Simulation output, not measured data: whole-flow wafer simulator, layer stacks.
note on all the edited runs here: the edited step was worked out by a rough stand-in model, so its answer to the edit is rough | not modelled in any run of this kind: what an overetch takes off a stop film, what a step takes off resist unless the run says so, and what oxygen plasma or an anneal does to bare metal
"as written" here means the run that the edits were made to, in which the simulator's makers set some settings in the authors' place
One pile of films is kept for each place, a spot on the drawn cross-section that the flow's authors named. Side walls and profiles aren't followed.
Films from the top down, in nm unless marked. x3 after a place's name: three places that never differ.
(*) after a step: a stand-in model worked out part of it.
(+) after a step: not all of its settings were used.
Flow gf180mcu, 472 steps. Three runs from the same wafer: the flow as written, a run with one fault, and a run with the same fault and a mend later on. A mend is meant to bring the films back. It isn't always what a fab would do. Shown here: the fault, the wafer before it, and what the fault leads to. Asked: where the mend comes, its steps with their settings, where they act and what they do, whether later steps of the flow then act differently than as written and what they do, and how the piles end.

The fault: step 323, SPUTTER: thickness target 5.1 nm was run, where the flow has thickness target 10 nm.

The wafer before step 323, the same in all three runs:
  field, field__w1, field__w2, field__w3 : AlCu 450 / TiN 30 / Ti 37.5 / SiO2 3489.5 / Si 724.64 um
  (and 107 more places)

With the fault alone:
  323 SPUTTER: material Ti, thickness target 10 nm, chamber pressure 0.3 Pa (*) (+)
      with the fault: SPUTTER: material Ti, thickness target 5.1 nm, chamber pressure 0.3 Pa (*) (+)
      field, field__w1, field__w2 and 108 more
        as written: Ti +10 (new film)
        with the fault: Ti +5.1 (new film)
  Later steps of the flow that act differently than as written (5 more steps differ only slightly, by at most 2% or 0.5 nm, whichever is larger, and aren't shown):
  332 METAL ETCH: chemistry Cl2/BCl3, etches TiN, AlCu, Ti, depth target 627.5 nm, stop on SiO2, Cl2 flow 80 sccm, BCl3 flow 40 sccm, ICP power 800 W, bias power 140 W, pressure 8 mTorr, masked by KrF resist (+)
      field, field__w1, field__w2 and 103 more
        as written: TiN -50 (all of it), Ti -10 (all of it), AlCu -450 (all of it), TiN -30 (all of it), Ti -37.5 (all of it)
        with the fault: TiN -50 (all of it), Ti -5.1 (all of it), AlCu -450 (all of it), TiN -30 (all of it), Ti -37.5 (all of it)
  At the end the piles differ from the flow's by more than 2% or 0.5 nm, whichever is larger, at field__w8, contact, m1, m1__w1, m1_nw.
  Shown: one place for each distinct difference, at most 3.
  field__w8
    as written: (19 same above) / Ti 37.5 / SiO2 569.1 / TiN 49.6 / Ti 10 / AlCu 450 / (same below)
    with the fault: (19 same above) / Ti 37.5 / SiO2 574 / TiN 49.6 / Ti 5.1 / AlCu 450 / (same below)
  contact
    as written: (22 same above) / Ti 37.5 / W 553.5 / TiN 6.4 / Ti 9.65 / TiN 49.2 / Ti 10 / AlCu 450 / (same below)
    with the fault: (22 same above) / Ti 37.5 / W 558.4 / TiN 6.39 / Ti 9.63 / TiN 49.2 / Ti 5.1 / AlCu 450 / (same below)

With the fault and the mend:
  The mend comes after step 323.
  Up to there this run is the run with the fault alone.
  323a SPUTTER: material Ti, thickness target 4.9 nm, chamber pressure 0.3 Pa (*) (+) (the flow's step 323 once more, with other settings)
      field, field__w1, field__w2 and 108 more
        Ti +4.9
  No later step of the flow acts differently than as written at any place that is followed.
  At the end the piles are the same as the flow's at every place that both follow.
